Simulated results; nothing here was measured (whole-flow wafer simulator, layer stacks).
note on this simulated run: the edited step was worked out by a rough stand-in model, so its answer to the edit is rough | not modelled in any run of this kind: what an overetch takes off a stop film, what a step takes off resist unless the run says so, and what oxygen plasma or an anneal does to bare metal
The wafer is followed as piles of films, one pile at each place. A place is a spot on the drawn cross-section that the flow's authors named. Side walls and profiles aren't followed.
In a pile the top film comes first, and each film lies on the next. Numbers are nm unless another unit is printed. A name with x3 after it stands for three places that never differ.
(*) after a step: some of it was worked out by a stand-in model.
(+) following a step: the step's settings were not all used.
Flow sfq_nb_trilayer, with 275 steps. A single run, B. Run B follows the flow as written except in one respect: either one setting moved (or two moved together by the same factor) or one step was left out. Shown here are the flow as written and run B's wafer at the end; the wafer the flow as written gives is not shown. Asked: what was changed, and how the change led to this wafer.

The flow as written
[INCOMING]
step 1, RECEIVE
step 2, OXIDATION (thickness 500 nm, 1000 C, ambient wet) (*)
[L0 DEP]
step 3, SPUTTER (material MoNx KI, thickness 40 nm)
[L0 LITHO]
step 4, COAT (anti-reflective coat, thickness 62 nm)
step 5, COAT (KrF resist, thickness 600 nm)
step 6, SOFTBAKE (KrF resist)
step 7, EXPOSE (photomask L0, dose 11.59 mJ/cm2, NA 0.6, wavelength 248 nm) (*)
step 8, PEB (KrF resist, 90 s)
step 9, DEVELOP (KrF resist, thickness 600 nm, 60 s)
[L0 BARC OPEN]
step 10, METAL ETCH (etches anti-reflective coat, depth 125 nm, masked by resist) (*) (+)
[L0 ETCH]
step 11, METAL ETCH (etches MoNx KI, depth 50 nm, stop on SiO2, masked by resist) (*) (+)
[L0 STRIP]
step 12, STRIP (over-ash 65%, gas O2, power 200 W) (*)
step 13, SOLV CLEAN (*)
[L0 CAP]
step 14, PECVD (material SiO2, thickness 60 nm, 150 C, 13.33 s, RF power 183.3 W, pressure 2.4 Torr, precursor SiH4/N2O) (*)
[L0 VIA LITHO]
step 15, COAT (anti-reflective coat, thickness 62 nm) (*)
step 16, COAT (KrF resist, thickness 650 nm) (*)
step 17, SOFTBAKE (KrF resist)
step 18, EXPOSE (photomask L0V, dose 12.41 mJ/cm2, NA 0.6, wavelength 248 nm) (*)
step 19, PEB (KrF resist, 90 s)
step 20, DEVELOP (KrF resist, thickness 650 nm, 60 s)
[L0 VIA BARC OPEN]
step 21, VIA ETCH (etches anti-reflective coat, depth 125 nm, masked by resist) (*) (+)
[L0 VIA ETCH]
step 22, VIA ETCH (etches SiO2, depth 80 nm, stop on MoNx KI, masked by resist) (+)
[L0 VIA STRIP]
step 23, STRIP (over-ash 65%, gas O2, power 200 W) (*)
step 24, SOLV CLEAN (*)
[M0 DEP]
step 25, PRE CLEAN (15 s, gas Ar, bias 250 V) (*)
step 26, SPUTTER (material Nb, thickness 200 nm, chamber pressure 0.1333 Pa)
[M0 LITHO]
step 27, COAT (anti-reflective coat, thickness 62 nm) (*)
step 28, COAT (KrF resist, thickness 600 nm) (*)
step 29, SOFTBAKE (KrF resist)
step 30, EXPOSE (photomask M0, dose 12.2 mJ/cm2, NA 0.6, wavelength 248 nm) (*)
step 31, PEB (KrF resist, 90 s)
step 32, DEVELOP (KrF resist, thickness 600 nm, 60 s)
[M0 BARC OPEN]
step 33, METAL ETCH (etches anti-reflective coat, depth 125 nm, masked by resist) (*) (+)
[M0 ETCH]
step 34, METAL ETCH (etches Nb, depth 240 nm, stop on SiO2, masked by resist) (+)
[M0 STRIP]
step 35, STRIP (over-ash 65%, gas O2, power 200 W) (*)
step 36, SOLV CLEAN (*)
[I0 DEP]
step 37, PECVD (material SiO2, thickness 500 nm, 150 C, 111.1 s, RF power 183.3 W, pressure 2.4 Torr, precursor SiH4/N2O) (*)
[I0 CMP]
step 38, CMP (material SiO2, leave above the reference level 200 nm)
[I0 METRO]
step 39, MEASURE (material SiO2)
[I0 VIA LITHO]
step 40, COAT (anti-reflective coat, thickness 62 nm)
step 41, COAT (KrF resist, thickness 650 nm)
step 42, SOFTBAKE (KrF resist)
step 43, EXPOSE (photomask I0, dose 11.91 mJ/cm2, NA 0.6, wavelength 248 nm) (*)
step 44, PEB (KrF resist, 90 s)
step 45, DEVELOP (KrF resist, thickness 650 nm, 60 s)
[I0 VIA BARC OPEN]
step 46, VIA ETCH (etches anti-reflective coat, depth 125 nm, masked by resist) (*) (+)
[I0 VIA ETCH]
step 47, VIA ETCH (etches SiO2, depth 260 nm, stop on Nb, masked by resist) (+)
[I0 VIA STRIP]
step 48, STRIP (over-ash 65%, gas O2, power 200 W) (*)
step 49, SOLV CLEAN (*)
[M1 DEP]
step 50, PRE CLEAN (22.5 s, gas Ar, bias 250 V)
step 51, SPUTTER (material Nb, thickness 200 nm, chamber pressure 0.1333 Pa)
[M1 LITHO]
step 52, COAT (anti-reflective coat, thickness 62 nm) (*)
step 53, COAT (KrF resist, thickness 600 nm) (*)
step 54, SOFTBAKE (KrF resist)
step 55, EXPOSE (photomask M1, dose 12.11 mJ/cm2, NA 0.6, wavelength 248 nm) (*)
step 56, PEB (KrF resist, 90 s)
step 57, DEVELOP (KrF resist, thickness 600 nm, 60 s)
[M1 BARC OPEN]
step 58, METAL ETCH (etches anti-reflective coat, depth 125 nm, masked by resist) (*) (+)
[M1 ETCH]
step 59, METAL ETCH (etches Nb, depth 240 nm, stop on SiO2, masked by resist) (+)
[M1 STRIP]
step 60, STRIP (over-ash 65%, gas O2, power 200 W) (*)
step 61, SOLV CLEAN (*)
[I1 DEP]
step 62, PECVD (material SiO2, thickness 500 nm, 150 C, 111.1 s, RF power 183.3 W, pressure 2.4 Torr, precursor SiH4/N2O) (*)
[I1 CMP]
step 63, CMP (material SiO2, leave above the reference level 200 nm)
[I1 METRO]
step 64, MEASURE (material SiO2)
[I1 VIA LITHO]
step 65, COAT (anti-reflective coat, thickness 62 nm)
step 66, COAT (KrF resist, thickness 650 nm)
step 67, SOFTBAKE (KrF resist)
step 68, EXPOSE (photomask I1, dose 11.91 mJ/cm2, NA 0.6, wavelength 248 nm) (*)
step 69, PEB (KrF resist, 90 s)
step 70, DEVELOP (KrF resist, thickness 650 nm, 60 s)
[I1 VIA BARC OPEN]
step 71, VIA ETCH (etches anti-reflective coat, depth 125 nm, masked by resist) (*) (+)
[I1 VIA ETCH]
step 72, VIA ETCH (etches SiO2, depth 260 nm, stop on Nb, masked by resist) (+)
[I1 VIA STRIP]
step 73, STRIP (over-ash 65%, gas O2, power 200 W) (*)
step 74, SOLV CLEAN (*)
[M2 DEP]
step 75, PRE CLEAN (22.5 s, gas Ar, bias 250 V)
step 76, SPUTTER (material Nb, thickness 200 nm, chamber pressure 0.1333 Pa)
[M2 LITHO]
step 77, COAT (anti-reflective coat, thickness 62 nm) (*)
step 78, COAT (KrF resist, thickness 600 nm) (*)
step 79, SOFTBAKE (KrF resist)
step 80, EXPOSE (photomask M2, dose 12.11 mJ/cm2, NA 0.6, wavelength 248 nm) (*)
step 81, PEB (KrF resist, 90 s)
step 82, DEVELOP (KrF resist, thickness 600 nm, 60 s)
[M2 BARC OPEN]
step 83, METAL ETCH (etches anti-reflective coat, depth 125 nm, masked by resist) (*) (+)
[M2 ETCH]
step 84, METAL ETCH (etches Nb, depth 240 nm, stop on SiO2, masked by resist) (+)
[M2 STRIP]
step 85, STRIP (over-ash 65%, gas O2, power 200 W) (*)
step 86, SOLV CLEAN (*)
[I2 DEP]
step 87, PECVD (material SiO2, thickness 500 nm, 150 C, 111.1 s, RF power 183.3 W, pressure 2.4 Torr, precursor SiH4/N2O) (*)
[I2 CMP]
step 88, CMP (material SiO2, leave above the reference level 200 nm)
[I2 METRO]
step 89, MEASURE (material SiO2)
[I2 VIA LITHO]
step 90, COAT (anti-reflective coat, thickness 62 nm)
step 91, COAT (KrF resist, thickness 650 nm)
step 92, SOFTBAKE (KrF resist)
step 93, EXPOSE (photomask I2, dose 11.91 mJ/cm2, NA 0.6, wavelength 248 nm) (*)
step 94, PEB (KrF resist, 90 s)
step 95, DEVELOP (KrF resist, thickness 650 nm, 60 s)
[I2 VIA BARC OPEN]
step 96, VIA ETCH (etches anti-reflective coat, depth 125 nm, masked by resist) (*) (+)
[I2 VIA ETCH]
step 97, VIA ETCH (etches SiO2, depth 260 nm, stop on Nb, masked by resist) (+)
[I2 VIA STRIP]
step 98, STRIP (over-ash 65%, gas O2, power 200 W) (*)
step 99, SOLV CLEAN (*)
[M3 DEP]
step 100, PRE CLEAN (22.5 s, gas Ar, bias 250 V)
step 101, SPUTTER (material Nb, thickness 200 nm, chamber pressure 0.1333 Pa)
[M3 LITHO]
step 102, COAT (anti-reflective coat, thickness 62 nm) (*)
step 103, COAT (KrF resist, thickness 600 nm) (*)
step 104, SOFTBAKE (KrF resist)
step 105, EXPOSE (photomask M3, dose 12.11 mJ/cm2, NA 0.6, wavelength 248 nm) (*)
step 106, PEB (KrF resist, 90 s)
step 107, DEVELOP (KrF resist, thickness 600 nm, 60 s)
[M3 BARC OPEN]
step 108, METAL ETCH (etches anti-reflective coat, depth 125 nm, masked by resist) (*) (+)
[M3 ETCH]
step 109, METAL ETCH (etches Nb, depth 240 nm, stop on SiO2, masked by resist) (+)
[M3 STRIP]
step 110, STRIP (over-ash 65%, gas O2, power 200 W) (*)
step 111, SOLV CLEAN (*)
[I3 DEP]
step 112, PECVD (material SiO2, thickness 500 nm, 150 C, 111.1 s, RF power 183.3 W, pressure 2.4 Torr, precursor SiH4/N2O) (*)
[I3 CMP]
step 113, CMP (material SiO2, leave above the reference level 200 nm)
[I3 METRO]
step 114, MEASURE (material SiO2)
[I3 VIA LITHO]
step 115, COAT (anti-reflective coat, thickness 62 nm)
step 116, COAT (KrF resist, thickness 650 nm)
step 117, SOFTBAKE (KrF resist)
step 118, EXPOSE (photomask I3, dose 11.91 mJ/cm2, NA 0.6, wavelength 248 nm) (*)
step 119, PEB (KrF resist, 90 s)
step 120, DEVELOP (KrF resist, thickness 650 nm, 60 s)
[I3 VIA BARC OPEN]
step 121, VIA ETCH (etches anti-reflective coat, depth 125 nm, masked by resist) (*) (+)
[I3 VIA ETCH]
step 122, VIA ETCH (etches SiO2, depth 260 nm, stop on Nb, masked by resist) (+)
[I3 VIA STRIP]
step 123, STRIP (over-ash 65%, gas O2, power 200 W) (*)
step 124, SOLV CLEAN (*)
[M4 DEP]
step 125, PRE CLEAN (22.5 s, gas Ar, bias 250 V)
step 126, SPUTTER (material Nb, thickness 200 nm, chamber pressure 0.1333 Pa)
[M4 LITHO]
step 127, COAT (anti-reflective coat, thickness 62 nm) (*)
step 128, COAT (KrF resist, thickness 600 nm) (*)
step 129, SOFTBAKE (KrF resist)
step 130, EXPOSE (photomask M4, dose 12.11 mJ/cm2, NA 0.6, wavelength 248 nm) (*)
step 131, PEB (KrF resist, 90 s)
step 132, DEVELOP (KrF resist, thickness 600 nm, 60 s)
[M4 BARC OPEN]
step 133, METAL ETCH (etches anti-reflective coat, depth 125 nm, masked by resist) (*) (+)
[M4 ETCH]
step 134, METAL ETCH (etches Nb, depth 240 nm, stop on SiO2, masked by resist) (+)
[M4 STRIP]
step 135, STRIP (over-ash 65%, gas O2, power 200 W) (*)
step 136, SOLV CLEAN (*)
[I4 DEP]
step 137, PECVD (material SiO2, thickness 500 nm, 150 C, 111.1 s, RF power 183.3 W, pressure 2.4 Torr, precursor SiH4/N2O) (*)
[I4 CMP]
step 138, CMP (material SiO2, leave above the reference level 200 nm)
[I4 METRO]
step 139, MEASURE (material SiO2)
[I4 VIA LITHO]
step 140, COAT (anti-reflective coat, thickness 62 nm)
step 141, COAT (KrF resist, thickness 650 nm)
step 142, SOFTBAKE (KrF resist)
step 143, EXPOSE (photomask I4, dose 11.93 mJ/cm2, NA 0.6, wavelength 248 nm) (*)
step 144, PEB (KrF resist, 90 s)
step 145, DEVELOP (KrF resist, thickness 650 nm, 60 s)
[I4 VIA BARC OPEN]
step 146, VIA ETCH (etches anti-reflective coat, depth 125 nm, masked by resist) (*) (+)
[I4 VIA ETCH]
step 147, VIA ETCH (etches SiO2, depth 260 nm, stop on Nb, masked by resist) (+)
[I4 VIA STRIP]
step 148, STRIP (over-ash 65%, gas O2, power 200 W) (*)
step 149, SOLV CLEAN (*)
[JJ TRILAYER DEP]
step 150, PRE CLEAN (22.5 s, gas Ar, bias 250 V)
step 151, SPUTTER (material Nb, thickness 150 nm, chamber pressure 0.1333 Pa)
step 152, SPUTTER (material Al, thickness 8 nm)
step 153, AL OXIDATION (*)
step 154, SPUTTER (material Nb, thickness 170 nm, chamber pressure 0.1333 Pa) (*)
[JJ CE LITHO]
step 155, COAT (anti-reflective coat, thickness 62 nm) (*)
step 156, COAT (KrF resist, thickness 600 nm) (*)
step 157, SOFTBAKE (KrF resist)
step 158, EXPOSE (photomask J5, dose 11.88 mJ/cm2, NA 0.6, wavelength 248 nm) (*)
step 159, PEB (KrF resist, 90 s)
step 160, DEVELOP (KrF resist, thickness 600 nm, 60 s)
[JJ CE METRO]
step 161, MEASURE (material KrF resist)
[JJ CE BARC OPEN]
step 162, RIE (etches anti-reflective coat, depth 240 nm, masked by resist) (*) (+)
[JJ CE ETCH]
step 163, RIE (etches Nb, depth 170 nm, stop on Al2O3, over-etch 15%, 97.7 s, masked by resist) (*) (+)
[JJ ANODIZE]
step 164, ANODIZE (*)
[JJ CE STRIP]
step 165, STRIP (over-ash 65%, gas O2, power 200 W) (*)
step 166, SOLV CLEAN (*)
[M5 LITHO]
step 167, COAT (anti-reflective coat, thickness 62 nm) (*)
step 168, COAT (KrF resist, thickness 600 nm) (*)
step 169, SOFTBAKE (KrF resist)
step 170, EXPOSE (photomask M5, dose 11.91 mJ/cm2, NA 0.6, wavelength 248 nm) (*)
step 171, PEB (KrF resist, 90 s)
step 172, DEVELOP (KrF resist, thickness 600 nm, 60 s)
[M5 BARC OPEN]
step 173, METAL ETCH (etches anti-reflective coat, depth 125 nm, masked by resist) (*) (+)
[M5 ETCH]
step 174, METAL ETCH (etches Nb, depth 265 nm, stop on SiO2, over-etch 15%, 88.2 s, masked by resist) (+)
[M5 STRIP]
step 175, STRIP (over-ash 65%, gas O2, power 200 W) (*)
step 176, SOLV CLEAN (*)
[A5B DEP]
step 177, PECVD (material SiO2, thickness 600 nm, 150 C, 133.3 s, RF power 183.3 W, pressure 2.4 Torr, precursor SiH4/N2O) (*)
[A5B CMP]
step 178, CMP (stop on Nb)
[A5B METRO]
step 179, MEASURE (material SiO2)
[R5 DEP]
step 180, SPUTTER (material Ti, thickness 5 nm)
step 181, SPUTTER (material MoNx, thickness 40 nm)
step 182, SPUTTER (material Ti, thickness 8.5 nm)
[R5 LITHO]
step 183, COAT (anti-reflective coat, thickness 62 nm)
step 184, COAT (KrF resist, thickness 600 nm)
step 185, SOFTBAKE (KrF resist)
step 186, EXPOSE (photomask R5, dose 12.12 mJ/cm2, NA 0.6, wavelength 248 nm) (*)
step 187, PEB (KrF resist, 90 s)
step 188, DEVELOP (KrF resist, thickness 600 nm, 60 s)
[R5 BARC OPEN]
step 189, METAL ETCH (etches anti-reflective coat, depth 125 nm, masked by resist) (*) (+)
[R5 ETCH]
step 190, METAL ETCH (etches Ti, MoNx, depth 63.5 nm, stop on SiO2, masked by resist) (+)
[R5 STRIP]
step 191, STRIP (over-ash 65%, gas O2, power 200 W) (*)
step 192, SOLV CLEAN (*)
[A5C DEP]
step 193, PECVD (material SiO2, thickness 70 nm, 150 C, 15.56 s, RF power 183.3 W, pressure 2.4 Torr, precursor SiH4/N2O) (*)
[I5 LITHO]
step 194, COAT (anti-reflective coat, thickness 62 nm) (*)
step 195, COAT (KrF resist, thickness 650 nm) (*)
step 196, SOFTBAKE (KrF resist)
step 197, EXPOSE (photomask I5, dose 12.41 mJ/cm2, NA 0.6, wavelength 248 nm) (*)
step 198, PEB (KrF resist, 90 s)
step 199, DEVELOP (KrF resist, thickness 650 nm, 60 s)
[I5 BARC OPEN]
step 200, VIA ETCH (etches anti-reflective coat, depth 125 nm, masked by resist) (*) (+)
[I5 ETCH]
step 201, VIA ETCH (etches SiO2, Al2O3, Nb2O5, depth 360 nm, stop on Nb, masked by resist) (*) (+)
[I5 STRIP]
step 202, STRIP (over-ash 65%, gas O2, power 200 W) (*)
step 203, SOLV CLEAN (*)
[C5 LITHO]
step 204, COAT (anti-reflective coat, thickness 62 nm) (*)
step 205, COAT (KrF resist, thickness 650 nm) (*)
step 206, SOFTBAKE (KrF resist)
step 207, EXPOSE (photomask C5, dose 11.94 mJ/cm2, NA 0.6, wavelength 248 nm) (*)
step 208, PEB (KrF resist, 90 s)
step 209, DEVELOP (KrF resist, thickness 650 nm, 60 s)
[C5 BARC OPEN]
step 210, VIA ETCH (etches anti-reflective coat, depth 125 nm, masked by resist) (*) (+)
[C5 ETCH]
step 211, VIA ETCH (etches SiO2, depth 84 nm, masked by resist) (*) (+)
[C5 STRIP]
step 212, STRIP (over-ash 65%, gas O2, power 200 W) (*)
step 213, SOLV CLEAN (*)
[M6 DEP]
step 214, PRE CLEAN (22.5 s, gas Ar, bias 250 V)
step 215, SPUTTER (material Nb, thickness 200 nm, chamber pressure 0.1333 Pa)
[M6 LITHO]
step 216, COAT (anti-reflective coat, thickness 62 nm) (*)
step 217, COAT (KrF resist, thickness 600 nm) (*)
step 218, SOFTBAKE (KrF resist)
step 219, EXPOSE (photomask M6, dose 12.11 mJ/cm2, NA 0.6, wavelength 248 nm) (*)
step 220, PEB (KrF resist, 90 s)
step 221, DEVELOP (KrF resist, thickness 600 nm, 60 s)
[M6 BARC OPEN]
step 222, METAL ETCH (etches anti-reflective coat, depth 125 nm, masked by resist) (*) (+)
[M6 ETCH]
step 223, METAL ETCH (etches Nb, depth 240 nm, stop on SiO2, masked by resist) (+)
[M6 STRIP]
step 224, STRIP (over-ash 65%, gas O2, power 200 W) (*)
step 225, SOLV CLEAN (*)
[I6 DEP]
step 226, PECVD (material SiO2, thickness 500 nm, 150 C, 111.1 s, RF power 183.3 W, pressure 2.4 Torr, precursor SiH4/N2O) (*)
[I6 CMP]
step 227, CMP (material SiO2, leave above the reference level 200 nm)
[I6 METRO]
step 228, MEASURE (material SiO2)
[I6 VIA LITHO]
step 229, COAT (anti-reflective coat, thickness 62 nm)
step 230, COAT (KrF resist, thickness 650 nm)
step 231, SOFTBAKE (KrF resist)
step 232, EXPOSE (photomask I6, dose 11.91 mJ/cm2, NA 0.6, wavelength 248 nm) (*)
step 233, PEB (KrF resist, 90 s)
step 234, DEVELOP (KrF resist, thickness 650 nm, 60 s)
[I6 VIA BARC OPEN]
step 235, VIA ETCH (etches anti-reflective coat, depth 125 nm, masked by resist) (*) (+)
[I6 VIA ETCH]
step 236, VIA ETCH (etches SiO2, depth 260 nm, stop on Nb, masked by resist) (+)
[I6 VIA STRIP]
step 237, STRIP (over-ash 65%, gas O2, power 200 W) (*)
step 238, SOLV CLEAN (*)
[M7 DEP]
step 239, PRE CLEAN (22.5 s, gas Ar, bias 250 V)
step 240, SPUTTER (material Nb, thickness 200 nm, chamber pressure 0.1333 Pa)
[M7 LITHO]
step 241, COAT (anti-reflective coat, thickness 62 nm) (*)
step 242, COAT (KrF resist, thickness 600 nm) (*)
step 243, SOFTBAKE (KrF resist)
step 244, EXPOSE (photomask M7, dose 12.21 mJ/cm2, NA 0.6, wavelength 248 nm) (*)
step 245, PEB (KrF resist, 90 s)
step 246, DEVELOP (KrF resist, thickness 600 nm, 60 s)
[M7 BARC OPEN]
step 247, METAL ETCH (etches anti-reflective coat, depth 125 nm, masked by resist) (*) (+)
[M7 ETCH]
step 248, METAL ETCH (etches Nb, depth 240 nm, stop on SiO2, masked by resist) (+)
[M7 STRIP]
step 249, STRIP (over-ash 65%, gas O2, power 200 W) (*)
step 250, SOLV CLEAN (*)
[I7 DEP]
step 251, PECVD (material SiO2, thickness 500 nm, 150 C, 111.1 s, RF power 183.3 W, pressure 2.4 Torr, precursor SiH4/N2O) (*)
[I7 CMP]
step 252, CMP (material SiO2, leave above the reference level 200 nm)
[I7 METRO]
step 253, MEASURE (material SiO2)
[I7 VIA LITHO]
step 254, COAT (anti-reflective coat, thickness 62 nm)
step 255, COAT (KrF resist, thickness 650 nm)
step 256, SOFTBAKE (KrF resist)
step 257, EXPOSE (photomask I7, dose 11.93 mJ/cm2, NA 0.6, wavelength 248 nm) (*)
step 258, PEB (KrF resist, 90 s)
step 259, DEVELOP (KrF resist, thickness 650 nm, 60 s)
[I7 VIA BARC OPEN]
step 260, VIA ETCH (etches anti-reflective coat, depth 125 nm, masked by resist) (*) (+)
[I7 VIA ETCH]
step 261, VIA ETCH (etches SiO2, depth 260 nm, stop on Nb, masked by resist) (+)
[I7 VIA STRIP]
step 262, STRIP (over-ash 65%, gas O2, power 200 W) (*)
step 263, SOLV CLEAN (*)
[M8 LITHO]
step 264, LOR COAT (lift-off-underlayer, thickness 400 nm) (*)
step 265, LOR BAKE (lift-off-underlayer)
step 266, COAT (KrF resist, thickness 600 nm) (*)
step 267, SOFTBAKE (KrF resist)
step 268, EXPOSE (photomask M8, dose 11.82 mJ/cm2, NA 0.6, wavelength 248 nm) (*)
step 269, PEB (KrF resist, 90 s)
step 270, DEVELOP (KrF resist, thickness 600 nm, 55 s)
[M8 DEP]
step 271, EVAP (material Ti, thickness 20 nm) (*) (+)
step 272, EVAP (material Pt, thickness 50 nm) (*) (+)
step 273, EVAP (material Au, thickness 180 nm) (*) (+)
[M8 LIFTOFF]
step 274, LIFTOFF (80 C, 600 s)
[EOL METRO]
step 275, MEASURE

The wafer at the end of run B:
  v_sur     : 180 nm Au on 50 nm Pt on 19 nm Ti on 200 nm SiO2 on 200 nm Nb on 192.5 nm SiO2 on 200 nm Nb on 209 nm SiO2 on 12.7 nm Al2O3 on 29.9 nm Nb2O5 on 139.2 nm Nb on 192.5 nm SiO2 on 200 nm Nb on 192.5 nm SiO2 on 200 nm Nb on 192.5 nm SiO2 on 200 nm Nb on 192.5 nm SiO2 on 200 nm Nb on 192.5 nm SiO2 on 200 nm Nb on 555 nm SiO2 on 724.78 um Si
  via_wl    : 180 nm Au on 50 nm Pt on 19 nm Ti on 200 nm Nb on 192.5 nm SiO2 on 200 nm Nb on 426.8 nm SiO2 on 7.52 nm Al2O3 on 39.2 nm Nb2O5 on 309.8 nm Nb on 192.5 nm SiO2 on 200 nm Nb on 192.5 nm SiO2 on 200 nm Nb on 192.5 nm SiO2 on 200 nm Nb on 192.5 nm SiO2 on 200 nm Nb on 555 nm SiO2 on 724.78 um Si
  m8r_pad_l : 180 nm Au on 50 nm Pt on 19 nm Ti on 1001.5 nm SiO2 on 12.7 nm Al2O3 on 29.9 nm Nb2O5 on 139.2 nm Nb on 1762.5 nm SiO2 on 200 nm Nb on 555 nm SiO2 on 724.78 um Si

What caused this: step 271, EVAP: thickness 19 nm was run, whereas the flow has thickness 20 nm.
One can read it off the wafer: v_sur has Ti 19, and step 271 as written asks for 20 nm.

The path from the change to this, step by step:
  step 271, EVAP (material Ti, thickness 20 nm) (*) (+)
      field_l, v_sur, via_wl and 103 more: Ti gains 19 (new film) (it would be, as written: Ti gains 20 (new film))
  step 274, LIFTOFF (80 C, 600 s)
      p4_fl, p4_fm, p4_w1 and 71 more: Au loses 180 (all of it), Pt loses 50 (all of it), Ti loses 19 (all of it), KrF resist loses 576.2 (all of it), lift-off-underlayer loses 400 (all of it) (it would be, as written: Au loses 180 (all of it), Pt loses 50 (all of it), Ti loses 20 (all of it), KrF resist loses 576.2 (all of it), lift-off-underlayer loses 400 (all of it))
      c5j, ce_r: Au loses 180 (all of it), Pt loses 50 (all of it), Ti loses 19 (all of it), KrF resist loses 573.3 (all of it), lift-off-underlayer loses 399.3 (all of it) (it would be, as written: Au loses 180 (all of it), Pt loses 50 (all of it), Ti loses 20 (all of it), KrF resist loses 573.3 (all of it), lift-off-underlayer loses 399.3 (all of it))
      (and at 19 other places as well)
